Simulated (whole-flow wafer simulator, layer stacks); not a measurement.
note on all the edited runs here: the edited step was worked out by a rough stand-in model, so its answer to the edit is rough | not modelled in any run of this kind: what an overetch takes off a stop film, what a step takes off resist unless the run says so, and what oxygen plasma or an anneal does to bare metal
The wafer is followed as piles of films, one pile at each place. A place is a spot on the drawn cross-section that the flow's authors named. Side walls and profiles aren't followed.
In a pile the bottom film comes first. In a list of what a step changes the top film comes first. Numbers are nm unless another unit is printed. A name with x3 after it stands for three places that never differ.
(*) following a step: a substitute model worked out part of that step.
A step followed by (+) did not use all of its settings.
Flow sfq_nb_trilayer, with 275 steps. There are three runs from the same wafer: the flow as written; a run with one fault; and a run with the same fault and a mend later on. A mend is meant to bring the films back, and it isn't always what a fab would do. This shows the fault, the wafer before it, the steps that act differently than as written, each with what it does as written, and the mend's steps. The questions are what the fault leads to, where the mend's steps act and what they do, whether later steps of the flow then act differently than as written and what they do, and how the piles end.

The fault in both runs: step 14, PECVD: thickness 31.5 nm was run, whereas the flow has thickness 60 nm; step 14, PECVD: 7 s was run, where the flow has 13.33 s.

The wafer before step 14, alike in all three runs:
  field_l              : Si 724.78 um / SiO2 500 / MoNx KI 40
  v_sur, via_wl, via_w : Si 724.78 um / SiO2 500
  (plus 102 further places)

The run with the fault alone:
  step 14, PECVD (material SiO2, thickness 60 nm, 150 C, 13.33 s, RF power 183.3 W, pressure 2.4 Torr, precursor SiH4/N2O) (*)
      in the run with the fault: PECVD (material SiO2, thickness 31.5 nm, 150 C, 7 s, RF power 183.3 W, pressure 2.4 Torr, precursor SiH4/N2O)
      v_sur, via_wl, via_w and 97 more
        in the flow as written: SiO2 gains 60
        in the run with the fault: SiO2 gains 31.5
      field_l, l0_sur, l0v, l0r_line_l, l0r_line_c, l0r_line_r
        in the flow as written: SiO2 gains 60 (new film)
        in the run with the fault: SiO2 gains 31.5 (new film)
  Steps further on in the flow that do not act as written (10 other steps are not shown; they differ only slightly, by no more than 2% or 0.5 nm, whichever is larger):
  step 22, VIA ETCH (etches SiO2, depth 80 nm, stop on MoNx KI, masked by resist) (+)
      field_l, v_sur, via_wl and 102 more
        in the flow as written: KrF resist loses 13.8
        in the run with the fault: KrF resist loses 8.11
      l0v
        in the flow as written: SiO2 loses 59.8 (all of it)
        in the run with the fault: SiO2 loses 31.3 (all of it)
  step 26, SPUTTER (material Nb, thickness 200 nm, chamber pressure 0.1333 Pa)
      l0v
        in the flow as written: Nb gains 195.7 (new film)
        in the run with the fault: Nb gains 200 (new film)
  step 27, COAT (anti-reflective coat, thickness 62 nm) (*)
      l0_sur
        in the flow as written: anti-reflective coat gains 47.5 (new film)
        in the run with the fault: anti-reflective coat gains 50.7 (new film)
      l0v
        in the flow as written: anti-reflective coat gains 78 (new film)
        in the run with the fault: anti-reflective coat gains 69.2 (new film)
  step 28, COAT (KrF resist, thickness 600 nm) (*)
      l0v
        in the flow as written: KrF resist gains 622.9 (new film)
        in the run with the fault: KrF resist gains 605.5 (new film)
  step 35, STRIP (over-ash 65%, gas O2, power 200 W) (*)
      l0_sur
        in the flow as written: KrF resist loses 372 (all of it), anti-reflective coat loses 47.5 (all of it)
        in the run with the fault: KrF resist loses 373.6 (all of it), anti-reflective coat loses 50.7 (all of it)
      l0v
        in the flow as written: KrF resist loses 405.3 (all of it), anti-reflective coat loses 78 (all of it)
        in the run with the fault: KrF resist loses 387.9 (all of it), anti-reflective coat loses 69.2 (all of it)
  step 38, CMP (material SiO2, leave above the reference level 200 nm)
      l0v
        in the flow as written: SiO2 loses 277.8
        in the run with the fault: SiO2 loses 310.6
  At field_l, v_sur, via_wl and 100 more, the piles at the end differ from the flow's by more than 2% or 0.5 nm, whichever is larger.
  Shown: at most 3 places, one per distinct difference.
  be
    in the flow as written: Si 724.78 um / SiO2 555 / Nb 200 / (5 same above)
    in the run with the fault: Si 724.78 um / SiO2 526.5 / Nb 200 / (5 same above)
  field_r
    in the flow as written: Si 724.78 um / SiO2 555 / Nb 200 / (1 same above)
    in the run with the fault: Si 724.78 um / SiO2 526.5 / Nb 200 / (1 same above)
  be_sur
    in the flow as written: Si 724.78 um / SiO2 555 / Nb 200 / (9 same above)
    in the run with the fault: Si 724.78 um / SiO2 526.5 / Nb 200 / (9 same above)

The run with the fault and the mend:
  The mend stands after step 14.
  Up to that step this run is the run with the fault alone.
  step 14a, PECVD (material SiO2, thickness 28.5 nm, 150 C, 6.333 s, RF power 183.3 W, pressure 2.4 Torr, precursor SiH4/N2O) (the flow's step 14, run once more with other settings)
      field_l, v_sur, via_wl and 103 more
        SiO2 gains 28.5
  None of the later steps of the flow differs from how it acts as written, at any place that is followed, by more than 2% or 0.5 nm, whichever is larger.
  By the end, the piles equal the flow's at every place that both follow.
